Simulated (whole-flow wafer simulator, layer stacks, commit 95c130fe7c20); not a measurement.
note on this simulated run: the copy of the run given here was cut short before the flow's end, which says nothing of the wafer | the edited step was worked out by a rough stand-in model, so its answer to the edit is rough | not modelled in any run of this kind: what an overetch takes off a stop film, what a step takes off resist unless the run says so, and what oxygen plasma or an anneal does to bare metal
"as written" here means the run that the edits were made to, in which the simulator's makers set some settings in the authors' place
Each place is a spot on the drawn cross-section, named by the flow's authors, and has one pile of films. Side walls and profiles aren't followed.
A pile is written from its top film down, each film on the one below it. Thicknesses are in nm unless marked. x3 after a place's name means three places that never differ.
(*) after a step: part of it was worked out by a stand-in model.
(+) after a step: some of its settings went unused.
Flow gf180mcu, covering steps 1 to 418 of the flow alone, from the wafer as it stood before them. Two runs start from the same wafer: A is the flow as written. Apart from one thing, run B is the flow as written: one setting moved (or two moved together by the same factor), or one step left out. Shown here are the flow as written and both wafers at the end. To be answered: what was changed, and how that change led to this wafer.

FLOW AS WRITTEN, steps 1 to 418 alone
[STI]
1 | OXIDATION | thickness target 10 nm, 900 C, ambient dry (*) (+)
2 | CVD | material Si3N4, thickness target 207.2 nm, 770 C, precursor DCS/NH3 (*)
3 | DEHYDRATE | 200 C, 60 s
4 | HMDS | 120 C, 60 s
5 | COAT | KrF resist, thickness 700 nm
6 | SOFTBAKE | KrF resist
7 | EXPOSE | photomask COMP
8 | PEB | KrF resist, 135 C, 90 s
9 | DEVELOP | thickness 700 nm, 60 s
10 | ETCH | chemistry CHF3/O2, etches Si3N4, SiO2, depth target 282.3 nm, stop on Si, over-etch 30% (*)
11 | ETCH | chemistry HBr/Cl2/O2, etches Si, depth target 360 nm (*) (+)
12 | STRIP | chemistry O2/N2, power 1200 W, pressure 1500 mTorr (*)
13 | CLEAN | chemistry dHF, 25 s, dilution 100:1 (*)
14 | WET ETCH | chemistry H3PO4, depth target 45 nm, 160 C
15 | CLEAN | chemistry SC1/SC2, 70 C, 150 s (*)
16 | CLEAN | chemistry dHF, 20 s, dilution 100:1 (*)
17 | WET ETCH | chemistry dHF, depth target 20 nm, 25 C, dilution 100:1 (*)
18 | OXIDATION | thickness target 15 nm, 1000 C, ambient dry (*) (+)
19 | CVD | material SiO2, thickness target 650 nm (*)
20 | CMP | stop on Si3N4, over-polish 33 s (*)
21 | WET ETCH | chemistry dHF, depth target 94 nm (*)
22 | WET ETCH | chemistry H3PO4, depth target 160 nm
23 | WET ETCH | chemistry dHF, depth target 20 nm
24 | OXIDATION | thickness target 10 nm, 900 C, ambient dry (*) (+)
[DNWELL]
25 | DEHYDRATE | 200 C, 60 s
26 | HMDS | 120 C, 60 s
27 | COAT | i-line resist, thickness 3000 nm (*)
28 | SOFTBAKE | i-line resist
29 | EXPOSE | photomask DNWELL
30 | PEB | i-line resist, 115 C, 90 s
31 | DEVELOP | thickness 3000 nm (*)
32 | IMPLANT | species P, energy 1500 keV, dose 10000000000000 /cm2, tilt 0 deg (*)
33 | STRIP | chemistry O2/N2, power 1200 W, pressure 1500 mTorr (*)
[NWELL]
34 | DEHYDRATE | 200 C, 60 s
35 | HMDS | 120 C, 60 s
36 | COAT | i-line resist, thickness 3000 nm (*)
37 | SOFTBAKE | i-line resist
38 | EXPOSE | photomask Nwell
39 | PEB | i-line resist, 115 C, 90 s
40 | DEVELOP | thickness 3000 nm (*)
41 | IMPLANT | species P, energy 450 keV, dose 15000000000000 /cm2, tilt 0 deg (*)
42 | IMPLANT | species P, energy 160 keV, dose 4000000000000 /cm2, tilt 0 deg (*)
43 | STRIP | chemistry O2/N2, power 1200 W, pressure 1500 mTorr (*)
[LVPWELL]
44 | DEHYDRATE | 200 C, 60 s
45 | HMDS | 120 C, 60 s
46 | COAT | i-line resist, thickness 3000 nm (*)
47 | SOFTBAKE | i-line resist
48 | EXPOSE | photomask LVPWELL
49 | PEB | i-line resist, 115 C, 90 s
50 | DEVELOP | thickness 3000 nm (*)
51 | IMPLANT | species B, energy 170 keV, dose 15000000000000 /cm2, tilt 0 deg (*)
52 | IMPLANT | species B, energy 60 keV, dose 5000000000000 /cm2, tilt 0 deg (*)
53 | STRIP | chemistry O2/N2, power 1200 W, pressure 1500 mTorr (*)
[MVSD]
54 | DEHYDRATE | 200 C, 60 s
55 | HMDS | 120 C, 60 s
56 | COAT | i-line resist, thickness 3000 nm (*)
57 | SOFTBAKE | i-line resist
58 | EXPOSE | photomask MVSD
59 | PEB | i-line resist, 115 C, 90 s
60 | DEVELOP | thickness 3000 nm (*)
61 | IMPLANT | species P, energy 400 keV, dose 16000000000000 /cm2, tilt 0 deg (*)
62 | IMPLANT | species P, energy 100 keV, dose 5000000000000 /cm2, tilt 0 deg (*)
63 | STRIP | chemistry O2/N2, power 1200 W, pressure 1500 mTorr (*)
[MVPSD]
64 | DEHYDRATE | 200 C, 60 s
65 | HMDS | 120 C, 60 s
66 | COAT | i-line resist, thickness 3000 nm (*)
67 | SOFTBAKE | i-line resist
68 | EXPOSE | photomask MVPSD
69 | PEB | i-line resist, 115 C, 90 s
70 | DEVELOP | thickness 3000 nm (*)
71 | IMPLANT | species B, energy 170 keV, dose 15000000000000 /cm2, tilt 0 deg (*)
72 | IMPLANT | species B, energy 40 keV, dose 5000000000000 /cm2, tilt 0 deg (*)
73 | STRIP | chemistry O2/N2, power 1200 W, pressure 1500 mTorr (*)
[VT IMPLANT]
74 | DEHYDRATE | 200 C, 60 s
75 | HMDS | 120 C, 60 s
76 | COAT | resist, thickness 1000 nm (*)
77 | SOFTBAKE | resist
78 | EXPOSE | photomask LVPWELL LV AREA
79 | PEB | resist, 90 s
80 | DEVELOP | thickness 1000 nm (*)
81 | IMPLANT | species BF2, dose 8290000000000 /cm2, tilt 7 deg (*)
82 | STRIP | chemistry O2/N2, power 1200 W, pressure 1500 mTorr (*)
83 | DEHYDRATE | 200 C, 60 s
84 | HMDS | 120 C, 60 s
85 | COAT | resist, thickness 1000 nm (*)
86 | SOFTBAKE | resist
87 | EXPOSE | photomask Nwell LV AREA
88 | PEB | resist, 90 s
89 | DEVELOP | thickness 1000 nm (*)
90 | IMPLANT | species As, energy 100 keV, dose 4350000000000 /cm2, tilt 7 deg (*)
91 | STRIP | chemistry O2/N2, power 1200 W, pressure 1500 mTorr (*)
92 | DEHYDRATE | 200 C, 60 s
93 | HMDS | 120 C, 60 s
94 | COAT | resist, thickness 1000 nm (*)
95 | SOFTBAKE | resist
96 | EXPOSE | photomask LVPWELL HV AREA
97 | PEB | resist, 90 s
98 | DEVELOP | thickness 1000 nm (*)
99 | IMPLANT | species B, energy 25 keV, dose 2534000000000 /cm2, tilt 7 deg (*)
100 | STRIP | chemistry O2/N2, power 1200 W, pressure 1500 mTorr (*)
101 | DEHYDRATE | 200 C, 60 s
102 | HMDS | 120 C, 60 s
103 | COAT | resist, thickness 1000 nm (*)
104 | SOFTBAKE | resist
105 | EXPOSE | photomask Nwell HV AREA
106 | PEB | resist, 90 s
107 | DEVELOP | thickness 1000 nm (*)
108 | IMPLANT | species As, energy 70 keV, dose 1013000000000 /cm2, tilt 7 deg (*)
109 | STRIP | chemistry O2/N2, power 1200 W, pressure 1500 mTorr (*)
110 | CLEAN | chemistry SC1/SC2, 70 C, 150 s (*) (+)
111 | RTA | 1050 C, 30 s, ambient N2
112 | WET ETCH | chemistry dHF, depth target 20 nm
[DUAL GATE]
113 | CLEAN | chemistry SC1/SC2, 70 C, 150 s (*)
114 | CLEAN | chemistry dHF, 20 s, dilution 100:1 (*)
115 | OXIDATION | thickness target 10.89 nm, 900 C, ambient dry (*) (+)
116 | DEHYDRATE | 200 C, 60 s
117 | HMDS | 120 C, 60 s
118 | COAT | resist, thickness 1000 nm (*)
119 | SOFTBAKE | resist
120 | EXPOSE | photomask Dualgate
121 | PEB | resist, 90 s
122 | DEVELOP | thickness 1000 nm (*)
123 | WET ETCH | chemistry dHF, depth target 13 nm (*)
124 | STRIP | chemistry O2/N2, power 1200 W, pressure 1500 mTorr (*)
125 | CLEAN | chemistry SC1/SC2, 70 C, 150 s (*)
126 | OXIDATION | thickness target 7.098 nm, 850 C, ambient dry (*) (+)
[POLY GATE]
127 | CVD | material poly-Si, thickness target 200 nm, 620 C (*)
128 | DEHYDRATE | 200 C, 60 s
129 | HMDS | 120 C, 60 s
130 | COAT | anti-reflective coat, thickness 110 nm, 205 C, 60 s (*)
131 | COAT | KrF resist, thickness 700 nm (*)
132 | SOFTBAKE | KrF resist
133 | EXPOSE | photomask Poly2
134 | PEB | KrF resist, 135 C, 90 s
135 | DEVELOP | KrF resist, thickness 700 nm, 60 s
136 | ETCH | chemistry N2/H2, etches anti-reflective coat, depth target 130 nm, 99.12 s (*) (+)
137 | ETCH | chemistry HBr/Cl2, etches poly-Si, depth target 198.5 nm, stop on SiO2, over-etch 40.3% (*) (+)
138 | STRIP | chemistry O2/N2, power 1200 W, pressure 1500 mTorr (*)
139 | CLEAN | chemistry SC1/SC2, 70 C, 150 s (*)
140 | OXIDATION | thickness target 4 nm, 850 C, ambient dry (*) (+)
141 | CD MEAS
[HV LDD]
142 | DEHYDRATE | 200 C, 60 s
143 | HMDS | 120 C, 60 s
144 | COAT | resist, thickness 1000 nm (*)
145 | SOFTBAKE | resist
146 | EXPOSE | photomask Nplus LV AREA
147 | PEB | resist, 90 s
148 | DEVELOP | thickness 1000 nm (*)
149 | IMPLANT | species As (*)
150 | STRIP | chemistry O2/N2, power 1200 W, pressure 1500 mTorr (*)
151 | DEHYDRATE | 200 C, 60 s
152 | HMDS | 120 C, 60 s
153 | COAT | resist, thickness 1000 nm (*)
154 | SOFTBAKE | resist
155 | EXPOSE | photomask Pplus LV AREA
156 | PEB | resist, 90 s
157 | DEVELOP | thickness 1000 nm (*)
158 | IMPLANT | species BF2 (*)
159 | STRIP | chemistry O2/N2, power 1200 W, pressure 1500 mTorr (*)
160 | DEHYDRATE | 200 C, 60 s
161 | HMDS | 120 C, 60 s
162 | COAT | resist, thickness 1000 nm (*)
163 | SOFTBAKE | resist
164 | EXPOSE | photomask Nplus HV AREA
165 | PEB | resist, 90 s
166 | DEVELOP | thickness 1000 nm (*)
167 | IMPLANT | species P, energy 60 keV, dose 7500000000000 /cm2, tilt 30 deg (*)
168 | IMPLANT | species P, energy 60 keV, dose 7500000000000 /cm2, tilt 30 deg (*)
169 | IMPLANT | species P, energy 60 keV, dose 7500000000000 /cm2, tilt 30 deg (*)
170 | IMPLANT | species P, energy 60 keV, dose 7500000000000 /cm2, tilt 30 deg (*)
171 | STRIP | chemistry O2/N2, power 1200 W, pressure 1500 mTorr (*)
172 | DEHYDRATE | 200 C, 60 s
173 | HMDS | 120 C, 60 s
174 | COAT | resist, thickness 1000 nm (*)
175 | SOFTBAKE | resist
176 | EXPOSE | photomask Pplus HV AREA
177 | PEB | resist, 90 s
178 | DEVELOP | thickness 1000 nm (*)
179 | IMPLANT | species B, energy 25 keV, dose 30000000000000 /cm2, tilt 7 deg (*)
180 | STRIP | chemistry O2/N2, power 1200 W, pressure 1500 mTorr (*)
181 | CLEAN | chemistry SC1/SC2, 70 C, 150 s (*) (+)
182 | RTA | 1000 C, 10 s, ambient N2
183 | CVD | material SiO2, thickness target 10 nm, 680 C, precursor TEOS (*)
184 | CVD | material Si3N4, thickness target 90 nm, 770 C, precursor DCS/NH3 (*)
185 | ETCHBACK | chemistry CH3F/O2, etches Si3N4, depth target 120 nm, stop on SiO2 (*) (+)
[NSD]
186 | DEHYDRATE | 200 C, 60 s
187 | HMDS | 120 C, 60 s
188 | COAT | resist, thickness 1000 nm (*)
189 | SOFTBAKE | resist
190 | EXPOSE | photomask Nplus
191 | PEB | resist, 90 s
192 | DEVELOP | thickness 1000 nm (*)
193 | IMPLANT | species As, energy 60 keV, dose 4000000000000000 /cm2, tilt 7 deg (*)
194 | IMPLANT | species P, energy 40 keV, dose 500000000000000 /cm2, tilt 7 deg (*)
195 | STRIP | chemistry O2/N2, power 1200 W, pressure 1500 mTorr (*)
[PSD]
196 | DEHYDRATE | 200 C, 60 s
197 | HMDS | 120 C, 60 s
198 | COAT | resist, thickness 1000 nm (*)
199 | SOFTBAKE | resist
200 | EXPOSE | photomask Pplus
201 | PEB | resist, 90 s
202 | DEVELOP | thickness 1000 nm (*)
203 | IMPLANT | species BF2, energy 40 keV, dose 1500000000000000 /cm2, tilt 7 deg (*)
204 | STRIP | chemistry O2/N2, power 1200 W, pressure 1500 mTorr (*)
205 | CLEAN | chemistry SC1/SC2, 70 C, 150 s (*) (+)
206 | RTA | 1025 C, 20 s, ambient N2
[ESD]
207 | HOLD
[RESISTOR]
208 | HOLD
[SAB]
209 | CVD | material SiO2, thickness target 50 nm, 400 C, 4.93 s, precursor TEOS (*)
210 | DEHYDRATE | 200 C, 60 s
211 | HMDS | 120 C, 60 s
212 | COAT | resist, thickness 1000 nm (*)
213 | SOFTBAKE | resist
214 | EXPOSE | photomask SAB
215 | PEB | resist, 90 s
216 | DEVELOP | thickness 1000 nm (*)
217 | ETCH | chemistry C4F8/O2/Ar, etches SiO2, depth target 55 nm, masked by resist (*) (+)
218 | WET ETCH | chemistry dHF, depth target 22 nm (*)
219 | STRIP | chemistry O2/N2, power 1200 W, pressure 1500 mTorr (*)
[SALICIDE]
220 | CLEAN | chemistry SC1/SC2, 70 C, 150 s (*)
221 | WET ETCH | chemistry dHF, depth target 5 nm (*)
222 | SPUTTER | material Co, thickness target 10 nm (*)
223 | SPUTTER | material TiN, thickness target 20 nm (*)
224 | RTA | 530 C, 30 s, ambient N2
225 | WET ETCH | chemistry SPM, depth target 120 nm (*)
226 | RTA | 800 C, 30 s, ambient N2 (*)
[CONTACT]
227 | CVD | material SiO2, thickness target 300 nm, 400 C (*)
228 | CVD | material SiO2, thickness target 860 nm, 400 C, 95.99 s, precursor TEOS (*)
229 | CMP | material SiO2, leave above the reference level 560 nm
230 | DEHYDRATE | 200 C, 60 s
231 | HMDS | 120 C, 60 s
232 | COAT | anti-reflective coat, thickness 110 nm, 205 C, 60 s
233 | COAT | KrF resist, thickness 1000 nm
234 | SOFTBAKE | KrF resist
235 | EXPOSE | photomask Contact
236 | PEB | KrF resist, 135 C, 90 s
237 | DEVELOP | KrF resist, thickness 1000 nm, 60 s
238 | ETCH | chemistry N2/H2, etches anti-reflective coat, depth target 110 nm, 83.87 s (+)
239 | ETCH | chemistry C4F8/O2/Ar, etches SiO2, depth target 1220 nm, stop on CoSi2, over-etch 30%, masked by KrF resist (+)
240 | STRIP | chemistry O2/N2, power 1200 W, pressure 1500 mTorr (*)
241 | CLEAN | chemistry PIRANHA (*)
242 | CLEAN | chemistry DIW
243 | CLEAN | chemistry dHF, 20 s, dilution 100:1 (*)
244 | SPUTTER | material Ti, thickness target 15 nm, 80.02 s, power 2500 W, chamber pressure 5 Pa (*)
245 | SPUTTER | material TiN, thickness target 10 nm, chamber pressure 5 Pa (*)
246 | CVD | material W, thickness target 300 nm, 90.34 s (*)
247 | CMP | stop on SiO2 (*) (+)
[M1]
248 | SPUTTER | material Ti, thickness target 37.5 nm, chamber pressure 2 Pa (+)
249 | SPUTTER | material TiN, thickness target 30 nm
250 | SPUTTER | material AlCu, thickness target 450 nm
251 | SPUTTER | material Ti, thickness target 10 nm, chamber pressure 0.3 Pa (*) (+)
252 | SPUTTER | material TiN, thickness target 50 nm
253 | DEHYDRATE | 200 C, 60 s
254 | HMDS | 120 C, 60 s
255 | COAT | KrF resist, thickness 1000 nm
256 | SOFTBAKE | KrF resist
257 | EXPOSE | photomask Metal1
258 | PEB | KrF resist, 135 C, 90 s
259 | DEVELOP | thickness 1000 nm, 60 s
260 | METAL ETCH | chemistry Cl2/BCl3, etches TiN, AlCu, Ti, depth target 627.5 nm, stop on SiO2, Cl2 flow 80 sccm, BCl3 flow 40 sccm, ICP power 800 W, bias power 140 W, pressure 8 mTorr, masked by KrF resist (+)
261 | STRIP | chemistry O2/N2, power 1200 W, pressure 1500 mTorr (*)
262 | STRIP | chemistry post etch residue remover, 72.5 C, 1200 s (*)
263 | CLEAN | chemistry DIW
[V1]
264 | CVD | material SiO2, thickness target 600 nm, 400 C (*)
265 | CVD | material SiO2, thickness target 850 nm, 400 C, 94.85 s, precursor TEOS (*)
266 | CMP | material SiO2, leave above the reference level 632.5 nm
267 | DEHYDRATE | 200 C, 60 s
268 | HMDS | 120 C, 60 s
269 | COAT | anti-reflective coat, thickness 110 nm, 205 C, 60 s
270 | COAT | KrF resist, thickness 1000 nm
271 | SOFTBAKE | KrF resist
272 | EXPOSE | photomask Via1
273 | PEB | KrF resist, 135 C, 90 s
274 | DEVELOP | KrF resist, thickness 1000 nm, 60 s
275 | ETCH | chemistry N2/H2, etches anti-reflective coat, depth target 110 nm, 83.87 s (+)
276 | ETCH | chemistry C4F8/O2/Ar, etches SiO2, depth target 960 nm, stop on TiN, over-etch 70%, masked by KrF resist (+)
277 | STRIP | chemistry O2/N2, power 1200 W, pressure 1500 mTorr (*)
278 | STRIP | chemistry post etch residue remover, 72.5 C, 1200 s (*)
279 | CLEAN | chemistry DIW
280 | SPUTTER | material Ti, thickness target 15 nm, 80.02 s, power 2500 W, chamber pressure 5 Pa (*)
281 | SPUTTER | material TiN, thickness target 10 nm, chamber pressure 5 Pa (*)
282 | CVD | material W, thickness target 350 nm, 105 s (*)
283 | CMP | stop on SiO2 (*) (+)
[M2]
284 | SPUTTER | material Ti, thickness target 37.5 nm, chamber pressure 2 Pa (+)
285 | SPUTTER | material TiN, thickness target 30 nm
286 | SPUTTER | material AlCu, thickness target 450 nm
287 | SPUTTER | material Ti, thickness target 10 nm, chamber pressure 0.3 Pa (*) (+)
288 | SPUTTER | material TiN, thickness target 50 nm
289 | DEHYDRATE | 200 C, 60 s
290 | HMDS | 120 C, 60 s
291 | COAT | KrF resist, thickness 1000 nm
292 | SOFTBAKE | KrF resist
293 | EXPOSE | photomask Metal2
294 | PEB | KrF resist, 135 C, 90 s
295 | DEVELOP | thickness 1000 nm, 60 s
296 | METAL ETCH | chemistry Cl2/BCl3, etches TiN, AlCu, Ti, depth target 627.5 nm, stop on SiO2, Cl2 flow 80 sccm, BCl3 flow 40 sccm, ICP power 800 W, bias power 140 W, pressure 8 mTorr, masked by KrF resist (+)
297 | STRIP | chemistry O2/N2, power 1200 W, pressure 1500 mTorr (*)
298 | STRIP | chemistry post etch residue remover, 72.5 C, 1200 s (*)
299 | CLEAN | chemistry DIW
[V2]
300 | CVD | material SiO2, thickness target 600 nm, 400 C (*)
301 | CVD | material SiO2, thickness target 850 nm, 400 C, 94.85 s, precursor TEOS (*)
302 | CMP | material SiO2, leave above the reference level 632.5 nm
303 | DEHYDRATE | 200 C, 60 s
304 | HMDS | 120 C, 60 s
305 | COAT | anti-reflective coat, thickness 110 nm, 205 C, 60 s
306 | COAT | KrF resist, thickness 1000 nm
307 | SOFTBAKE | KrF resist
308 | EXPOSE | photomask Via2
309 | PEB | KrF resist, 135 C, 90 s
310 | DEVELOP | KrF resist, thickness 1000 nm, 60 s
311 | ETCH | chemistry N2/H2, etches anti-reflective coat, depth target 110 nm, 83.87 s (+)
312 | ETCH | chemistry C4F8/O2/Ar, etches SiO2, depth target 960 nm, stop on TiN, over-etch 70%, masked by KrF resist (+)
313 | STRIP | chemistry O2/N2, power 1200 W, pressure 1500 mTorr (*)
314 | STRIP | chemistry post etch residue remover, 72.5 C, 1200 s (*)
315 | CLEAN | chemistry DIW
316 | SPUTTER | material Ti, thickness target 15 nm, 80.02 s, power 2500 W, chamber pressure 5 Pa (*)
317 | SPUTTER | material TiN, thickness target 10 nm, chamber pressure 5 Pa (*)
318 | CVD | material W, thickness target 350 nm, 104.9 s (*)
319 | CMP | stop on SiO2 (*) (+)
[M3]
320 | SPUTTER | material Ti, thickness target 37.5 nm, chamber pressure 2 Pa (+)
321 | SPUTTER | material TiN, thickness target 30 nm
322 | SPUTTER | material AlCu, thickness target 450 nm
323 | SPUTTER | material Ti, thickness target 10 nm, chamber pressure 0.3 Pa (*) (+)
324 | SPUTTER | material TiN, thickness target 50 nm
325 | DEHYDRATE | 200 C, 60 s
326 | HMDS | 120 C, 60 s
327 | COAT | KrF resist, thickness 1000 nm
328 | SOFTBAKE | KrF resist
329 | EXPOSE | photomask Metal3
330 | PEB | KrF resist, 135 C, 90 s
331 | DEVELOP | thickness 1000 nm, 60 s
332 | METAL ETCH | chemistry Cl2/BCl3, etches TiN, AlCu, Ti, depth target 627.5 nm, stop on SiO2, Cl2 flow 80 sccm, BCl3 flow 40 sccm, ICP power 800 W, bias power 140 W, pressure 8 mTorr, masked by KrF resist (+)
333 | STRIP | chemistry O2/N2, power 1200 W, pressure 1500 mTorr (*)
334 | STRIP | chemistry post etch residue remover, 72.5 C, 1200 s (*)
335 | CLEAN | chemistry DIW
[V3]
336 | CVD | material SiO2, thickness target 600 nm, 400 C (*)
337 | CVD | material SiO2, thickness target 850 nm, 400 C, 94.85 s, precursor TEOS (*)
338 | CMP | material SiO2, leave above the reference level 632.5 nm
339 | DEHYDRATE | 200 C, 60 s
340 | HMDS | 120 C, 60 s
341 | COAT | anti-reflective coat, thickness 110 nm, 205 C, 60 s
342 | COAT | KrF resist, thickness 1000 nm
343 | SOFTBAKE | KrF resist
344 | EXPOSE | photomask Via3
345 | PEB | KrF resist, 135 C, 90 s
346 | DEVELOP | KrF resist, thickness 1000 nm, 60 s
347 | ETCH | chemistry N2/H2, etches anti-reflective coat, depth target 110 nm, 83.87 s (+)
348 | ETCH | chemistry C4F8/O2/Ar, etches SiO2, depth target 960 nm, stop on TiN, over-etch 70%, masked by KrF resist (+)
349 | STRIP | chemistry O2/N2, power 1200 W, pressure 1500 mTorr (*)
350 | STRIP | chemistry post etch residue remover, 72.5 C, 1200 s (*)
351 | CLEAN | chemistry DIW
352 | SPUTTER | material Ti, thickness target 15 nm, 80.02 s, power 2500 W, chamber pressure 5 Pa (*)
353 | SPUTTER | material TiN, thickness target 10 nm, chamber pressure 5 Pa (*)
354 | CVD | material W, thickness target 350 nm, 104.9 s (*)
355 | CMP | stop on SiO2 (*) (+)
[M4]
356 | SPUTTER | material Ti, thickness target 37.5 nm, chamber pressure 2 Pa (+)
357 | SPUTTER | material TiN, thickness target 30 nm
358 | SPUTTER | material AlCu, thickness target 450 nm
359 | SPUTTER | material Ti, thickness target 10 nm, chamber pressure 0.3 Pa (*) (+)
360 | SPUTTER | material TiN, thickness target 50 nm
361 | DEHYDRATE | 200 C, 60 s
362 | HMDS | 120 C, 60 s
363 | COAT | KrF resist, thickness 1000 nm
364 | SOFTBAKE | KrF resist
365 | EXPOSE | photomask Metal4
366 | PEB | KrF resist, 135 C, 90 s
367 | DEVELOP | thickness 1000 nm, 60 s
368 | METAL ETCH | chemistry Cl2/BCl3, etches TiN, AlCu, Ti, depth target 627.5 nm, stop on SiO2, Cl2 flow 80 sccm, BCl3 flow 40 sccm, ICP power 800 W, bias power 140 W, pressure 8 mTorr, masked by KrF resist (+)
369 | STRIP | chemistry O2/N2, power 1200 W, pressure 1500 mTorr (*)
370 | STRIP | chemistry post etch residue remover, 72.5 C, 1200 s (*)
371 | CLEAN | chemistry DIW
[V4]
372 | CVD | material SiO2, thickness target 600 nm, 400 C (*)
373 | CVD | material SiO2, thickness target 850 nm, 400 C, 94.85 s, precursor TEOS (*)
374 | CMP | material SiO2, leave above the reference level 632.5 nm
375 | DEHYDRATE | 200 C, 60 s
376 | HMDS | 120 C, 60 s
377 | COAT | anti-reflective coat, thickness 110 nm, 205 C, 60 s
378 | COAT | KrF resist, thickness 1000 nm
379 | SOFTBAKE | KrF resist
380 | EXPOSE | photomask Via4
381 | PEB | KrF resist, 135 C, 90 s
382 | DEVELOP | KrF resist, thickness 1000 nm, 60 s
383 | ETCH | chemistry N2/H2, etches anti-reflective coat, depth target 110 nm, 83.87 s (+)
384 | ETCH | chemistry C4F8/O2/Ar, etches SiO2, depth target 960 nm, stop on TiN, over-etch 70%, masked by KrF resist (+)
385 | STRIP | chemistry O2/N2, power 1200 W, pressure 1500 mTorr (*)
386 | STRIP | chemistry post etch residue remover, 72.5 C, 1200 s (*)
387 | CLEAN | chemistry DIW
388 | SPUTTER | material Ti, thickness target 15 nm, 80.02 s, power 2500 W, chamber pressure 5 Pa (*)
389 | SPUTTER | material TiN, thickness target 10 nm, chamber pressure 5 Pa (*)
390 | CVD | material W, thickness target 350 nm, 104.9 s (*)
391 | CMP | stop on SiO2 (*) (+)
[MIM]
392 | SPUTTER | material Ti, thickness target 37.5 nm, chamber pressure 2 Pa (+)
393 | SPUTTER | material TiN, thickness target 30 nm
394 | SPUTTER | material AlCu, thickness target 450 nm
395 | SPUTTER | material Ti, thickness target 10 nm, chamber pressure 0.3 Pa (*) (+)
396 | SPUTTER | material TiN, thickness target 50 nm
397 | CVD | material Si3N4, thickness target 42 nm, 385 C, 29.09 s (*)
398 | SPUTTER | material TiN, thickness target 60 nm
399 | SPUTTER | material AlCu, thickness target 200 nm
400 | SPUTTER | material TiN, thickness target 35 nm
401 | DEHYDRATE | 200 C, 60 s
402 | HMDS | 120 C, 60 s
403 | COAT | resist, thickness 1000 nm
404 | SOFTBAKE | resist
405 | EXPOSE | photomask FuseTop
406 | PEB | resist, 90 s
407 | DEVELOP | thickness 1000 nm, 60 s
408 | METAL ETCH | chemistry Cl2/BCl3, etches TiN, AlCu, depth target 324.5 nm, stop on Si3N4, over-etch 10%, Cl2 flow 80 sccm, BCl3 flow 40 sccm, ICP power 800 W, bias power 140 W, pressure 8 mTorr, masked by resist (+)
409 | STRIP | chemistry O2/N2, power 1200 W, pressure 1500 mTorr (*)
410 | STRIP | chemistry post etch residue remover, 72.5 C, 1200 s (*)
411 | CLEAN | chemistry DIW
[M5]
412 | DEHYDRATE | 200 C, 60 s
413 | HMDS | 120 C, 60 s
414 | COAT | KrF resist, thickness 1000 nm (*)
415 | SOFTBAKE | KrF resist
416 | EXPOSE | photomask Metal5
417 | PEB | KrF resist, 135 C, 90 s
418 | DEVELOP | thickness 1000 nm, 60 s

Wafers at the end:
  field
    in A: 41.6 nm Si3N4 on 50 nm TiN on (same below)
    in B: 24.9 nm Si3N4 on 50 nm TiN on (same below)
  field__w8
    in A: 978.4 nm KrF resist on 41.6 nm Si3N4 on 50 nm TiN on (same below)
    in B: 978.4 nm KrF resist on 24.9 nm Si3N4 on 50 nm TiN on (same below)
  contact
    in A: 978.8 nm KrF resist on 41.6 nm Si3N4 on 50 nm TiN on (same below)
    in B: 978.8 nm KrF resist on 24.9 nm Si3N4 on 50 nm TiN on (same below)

The reason: step 397, CVD: 17.45 s was run, whereas the flow has 29.09 s.

Step by step, how the change led to this:
  397 | CVD | material Si3N4, thickness target 42 nm, 385 C, 29.09 s (*)
      field, field__w1, field__w2 and 108 more: A +42 Si3N4 (new film) | B +25.2 Si3N4 (new film)
